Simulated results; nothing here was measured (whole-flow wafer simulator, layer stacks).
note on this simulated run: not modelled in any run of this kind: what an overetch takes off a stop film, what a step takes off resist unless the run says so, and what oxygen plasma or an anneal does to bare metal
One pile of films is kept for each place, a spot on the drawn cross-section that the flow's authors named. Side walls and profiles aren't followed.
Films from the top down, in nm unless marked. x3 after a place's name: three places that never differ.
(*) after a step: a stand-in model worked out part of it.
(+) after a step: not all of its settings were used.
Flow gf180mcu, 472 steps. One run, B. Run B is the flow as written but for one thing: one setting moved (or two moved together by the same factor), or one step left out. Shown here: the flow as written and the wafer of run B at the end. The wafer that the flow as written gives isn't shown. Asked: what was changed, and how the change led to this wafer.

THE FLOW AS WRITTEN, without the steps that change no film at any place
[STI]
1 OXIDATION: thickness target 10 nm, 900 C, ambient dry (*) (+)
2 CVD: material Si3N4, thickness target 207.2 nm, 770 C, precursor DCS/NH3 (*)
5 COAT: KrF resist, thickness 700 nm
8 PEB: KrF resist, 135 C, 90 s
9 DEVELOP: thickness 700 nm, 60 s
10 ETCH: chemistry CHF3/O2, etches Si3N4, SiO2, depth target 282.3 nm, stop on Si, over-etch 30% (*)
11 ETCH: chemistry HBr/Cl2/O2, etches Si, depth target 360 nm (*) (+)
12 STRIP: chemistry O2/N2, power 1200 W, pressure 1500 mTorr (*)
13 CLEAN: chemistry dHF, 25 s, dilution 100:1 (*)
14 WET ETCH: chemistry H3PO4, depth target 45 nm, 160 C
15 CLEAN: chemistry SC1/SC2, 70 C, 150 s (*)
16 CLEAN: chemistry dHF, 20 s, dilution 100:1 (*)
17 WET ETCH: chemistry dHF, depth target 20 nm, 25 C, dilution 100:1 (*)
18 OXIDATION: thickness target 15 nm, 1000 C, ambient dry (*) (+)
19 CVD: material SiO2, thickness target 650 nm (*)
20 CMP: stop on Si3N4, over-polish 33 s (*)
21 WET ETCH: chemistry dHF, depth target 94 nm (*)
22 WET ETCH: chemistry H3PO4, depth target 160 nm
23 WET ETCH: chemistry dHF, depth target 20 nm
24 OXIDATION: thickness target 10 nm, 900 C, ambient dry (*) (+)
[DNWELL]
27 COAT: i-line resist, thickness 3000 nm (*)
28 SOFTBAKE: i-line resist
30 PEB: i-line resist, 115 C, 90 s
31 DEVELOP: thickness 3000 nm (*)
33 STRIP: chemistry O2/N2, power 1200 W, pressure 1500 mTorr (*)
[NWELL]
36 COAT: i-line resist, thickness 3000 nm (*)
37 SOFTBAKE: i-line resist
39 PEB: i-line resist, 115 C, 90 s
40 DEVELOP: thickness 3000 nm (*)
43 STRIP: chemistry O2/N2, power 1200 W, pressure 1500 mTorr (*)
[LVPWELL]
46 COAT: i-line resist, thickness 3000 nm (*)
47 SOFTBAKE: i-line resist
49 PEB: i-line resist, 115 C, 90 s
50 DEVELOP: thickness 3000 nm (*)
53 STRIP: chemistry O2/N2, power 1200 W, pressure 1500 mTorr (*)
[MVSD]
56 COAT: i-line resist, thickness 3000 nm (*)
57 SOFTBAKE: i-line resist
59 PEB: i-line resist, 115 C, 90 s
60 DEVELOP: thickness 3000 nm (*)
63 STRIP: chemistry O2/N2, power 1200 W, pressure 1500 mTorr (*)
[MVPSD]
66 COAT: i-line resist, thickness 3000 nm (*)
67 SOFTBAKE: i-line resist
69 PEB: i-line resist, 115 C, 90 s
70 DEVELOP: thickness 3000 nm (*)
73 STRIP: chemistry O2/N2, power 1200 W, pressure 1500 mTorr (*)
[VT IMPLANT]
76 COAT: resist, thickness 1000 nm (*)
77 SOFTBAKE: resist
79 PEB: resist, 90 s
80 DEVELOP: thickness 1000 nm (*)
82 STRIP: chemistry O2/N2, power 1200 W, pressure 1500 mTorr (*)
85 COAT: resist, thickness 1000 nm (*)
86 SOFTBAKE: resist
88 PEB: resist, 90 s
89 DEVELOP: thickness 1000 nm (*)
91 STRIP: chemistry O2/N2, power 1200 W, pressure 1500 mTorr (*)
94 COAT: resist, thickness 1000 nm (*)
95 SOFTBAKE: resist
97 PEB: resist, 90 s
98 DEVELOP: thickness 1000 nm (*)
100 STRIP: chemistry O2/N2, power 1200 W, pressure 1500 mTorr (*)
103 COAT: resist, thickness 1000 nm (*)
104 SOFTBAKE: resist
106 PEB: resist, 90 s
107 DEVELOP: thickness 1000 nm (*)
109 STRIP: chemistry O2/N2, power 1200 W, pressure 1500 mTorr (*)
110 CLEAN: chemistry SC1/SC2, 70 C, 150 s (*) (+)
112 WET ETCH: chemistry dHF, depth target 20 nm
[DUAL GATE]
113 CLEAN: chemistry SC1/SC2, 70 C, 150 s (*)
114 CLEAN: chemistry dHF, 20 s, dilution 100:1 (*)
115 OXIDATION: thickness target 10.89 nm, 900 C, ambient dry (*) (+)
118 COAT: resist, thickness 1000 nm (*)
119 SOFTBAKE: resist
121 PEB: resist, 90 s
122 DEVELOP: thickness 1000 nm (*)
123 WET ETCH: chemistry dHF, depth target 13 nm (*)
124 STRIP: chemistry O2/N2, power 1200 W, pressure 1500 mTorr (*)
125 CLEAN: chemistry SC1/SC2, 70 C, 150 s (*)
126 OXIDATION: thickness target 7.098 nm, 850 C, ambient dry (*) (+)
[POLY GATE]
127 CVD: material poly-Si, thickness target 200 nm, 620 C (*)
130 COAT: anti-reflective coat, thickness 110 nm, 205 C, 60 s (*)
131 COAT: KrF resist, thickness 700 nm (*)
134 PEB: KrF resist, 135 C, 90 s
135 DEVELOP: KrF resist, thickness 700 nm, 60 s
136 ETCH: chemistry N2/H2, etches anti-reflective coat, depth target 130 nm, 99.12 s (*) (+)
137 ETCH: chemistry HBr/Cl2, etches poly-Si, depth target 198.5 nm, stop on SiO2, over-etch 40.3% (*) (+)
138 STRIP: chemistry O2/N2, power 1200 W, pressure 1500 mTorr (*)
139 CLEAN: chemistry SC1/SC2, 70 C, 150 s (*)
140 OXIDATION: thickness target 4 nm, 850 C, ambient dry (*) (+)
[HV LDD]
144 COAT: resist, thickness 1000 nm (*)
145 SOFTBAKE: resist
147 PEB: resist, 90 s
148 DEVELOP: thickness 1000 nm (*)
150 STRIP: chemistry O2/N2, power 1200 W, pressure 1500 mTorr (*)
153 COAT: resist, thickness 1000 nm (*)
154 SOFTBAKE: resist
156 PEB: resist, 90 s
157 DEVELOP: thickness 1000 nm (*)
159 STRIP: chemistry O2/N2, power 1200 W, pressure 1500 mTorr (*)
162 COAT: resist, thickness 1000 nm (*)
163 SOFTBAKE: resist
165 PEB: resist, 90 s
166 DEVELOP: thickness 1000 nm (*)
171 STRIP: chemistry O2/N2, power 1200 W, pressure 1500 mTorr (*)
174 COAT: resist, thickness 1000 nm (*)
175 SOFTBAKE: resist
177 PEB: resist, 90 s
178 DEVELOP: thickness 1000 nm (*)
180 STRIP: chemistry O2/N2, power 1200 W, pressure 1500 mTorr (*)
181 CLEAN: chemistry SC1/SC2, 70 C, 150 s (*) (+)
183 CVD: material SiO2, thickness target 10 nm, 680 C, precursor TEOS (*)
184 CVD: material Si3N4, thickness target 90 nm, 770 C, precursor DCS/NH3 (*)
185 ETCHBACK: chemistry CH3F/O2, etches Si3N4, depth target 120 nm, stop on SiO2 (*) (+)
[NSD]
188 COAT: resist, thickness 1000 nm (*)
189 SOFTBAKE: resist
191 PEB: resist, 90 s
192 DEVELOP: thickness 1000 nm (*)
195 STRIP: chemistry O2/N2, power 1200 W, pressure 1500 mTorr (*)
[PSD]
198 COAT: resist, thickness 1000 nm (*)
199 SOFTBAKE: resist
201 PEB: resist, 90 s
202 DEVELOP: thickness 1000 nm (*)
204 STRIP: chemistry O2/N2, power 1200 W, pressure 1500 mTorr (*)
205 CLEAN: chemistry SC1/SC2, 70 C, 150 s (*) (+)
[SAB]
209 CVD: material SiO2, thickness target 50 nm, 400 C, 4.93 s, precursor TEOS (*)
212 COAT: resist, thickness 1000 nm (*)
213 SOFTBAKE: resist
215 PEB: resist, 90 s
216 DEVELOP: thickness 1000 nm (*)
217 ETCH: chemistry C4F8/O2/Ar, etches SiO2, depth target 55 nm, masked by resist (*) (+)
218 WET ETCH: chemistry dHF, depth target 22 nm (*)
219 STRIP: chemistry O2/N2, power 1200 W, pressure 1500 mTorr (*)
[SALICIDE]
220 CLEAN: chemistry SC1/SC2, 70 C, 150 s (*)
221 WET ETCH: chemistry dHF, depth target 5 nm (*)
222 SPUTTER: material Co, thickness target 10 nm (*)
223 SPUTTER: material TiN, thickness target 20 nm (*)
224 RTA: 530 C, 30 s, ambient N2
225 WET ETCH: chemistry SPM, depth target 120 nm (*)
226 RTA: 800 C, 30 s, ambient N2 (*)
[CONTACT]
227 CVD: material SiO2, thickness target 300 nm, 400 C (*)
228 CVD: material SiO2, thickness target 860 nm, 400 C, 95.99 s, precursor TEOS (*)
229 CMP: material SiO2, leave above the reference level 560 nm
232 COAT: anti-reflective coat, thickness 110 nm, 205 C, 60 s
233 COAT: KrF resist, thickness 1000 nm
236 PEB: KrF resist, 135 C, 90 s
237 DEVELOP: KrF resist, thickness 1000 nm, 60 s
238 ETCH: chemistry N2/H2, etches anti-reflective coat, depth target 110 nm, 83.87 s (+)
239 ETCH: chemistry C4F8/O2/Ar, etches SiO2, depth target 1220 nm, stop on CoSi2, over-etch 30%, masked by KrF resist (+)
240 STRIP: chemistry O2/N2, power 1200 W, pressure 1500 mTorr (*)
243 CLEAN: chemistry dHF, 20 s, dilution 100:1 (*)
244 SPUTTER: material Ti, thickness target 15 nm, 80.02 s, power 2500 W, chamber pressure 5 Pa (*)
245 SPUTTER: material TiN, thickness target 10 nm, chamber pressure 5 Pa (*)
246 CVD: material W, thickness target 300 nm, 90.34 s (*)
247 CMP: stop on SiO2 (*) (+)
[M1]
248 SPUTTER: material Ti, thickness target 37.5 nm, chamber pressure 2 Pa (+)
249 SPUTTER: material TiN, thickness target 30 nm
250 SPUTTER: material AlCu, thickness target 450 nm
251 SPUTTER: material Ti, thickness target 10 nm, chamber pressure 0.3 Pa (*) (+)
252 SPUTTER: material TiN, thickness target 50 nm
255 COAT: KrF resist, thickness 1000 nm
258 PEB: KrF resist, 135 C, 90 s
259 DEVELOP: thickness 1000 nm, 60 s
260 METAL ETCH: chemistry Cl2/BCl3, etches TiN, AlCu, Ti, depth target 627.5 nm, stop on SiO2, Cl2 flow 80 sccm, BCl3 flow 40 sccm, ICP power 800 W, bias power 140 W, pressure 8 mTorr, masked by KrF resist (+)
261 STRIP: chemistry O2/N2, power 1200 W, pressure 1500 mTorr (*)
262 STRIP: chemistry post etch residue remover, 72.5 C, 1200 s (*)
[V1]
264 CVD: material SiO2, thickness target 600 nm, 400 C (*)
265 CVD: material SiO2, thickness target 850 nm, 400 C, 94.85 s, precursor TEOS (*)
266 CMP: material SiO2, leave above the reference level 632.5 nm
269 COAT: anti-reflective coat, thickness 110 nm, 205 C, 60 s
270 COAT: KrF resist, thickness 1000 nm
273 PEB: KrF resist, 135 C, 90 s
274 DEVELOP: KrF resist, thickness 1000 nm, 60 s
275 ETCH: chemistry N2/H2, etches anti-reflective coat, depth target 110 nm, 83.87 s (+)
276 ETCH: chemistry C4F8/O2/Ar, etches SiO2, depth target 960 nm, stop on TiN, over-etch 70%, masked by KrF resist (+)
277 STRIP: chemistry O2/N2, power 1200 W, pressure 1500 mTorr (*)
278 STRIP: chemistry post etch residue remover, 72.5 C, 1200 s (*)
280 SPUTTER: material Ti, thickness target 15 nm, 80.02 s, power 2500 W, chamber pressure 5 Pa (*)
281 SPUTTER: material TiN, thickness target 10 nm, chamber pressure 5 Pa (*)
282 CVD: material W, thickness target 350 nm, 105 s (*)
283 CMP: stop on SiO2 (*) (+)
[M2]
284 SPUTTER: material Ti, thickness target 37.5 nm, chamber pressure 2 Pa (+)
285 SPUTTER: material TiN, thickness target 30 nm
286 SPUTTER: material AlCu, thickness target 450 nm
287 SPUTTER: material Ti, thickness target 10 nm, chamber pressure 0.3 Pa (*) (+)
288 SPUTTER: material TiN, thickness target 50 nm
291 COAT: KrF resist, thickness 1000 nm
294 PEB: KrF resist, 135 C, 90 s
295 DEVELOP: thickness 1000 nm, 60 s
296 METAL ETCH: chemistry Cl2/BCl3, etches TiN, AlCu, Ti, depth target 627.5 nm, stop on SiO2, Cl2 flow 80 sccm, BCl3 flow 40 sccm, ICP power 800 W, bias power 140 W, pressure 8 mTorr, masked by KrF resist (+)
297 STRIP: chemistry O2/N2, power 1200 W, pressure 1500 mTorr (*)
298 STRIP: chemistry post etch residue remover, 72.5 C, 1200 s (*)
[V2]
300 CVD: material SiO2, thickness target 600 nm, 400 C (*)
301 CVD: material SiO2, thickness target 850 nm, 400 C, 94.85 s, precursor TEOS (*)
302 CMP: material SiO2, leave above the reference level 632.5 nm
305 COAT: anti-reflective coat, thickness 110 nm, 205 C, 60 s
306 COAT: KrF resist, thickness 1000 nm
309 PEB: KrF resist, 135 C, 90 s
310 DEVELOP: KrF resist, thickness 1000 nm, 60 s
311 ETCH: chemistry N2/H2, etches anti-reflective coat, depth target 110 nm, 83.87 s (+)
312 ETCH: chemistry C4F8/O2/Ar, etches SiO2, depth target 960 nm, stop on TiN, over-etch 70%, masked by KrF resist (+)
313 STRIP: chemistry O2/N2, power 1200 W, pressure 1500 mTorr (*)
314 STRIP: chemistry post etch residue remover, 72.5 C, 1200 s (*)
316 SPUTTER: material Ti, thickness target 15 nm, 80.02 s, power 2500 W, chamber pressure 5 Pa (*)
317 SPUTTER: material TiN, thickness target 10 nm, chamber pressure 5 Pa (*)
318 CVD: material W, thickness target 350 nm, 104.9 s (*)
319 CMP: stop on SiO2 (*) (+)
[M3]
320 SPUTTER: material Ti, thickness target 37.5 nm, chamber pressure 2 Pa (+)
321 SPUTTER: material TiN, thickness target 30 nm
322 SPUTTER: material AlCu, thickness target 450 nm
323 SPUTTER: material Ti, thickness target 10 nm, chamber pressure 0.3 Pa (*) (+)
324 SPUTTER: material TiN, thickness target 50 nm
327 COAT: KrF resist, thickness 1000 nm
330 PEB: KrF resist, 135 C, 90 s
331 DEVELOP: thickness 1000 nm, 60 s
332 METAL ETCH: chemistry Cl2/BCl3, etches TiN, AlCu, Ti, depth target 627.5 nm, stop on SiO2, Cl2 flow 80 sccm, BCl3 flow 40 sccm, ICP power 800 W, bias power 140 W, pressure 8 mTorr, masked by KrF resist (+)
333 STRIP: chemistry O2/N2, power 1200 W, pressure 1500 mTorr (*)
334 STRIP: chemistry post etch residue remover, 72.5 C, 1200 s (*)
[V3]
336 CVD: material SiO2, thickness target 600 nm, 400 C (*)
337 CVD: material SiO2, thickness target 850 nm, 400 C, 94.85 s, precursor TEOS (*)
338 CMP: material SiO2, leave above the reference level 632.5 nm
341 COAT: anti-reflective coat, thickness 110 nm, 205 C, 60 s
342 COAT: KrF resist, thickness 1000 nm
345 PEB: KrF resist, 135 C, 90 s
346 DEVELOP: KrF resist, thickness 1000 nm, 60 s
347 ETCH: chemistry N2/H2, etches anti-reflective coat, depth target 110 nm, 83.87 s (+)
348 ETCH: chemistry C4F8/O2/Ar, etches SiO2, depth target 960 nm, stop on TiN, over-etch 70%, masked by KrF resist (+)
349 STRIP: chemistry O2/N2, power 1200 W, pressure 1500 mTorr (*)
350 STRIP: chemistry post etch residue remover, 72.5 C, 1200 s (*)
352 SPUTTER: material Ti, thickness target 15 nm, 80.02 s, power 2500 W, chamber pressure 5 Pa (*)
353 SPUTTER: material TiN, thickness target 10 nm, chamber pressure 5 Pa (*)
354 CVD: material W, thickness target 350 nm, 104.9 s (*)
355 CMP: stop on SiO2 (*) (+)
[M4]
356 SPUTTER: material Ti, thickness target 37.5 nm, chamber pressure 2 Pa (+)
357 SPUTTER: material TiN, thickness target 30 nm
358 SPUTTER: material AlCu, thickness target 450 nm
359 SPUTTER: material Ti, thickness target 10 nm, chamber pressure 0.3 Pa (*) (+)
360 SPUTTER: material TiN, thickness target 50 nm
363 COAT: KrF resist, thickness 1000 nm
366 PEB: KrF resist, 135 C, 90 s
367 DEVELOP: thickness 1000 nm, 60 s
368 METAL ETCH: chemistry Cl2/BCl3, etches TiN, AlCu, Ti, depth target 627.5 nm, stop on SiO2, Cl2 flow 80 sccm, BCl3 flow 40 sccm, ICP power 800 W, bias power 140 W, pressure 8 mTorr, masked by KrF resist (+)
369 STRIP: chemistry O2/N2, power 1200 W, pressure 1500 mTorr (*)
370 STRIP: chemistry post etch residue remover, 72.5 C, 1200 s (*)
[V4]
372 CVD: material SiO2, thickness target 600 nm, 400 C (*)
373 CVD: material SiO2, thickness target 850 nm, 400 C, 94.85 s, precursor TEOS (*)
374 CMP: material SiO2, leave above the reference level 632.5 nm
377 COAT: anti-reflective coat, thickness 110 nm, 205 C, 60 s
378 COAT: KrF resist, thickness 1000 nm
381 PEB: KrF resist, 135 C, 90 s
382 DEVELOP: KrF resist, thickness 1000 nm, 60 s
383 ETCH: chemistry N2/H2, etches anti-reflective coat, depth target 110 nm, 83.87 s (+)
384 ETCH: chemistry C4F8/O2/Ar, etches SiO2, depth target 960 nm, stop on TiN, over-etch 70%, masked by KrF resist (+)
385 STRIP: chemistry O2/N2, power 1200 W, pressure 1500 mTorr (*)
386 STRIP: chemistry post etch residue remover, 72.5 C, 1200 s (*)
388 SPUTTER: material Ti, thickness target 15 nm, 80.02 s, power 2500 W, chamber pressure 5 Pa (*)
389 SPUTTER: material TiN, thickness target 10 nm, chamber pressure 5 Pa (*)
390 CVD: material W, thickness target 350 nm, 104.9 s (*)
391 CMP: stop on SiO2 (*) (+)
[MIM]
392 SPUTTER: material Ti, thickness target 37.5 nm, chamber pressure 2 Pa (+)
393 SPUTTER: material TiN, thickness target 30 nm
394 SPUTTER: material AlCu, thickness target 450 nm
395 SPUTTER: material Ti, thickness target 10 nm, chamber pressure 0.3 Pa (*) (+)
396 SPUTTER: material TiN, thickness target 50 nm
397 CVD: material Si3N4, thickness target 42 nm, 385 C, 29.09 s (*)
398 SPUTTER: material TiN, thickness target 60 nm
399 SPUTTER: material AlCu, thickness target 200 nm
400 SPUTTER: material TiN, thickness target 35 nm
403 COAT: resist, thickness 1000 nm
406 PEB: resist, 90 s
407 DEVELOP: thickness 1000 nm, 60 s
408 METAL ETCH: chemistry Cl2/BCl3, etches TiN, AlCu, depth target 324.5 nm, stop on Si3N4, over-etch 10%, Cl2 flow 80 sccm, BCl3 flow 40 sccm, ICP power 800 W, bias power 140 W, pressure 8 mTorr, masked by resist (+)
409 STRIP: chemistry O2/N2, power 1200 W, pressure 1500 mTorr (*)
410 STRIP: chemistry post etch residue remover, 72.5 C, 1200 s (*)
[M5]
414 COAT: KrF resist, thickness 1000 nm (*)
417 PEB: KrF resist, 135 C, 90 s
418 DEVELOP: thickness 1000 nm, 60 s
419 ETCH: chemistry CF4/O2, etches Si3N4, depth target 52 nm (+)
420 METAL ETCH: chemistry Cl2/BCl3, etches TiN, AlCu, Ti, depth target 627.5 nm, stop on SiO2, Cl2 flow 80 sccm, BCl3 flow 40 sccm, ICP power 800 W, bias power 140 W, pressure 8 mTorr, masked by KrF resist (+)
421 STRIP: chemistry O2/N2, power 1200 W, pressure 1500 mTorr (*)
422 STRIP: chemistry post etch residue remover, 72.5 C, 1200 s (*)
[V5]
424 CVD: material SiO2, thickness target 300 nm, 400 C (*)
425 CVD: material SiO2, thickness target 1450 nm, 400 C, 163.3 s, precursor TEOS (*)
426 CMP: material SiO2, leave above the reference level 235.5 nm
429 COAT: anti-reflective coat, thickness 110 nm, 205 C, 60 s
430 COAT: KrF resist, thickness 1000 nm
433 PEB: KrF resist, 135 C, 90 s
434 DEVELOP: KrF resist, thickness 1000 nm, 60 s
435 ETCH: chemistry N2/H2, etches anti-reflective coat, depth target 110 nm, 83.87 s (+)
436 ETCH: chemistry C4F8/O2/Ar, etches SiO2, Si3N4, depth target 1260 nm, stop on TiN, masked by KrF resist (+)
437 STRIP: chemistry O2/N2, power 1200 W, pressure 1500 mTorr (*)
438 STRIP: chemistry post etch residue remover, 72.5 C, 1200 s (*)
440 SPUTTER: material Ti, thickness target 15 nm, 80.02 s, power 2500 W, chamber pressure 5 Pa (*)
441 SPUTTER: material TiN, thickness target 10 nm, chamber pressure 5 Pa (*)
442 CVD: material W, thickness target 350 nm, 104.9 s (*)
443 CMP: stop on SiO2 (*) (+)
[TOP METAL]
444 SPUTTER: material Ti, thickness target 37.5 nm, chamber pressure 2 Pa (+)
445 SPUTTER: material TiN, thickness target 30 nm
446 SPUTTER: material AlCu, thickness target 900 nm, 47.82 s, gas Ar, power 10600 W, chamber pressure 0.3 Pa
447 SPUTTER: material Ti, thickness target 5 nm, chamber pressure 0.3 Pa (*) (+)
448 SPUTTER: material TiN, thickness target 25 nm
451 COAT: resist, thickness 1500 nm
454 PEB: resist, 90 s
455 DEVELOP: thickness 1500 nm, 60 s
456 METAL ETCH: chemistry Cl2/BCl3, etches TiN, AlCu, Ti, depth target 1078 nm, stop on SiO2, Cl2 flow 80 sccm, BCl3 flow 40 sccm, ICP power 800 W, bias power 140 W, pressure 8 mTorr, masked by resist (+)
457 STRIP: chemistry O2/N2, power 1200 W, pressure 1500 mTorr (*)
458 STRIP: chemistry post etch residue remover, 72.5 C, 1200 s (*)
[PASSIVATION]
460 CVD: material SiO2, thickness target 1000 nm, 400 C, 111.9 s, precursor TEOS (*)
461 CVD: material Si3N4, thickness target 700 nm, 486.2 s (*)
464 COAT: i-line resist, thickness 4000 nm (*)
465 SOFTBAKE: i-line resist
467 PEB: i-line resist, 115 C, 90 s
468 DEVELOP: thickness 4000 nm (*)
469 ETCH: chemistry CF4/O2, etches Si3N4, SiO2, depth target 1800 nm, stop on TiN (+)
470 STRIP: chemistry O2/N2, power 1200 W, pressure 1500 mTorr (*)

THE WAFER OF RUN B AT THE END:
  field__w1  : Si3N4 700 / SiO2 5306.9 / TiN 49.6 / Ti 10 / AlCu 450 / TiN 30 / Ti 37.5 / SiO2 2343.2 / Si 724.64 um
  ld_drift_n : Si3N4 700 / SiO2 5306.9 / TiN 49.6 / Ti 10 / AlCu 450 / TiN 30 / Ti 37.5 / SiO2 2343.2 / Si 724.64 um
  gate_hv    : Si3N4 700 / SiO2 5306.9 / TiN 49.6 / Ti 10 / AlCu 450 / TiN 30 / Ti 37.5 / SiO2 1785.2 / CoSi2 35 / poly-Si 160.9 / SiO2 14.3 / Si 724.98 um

The cause: step 296, METAL ETCH: chemistry Cl2/BCl3, etches TiN, AlCu, Ti, depth target 627.5 nm, stop on SiO2, Cl2 flow 80 sccm, BCl3 flow 40 sccm, ICP power 800 W, bias power 140 W, pressure 8 mTorr, masked by KrF resist (+), was left out.

How the change led to this, step by step:
  297 STRIP: chemistry O2/N2, power 1200 W, pressure 1500 mTorr (*)
      field__w8, contact, m1, m1__w1, m1_nw: KrF resist -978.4 (all of it) (as written it would be: KrF resist -727.4 (all of it))
  300 CVD: material SiO2, thickness target 600 nm, 400 C (*)
      field, field__w1, field__w2 and 103 more: SiO2 +600 (new film) (as written it would be: SiO2 +600)
  302 CMP: material SiO2, leave above the reference level 632.5 nm
      field, field__w1, field__w2 and 103 more: SiO2 -877.1 (as written it would be: SiO2 -300)
Counting metal films that touch as one body, field__w1 has 1 body; the flow as written gives 0 bodies.
Counting metal films that touch as one body, ld_drift_n has 1 body; the flow as written gives 0 bodies.
Counting metal films that touch as one body, gate_hv has 2 bodies (between them, from the top down: SiO2 1785.2); the flow as written gives 1 body.
